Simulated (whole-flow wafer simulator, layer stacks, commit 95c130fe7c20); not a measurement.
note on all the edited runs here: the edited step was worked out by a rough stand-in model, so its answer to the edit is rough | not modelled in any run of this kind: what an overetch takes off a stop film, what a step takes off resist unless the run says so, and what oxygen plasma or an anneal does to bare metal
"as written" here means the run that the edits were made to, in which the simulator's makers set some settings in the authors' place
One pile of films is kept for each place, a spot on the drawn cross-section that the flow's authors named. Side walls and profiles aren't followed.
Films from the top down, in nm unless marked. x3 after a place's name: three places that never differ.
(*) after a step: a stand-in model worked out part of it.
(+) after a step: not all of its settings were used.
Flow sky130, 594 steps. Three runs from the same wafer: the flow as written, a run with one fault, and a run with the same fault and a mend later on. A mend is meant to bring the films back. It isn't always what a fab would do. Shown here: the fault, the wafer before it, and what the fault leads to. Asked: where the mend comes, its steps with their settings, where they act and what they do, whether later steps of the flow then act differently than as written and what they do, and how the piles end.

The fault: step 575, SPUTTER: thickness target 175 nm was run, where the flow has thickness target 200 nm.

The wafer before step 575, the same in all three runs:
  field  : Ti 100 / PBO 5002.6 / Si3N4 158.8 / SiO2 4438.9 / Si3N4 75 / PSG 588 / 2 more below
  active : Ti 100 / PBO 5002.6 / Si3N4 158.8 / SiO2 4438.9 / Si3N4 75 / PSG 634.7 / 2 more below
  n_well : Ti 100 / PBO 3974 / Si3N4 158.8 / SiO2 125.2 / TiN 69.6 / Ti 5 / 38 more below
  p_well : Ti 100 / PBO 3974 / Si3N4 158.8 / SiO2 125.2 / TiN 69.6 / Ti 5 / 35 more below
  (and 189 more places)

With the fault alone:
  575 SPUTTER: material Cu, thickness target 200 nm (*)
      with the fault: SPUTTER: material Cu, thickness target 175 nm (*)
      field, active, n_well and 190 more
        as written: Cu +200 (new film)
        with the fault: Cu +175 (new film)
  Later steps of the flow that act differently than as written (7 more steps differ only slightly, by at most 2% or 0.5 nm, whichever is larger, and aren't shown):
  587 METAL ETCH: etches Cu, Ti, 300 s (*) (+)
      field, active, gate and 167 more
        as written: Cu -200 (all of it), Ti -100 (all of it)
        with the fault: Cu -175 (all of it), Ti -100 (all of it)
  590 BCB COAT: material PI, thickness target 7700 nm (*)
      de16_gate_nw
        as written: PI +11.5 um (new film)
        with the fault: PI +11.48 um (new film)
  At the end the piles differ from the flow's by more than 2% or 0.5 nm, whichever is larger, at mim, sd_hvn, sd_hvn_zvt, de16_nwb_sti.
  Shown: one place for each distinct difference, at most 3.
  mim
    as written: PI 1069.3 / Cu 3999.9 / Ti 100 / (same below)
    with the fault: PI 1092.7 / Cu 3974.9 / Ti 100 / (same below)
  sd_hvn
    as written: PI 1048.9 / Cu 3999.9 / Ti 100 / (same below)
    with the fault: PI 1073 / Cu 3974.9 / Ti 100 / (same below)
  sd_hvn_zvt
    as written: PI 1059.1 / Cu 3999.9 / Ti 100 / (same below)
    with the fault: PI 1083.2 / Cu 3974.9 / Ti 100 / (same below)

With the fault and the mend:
  The mend comes after step 575.
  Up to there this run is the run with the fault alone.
  575a SPUTTER: material Cu, thickness target 25 nm (*) (the flow's step 575 once more, with other settings)
      field, active, n_well and 190 more
        Cu +25
  No later step of the flow acts differently than as written at any place that is followed.
  At the end the piles are the same as the flow's at every place that both follow.
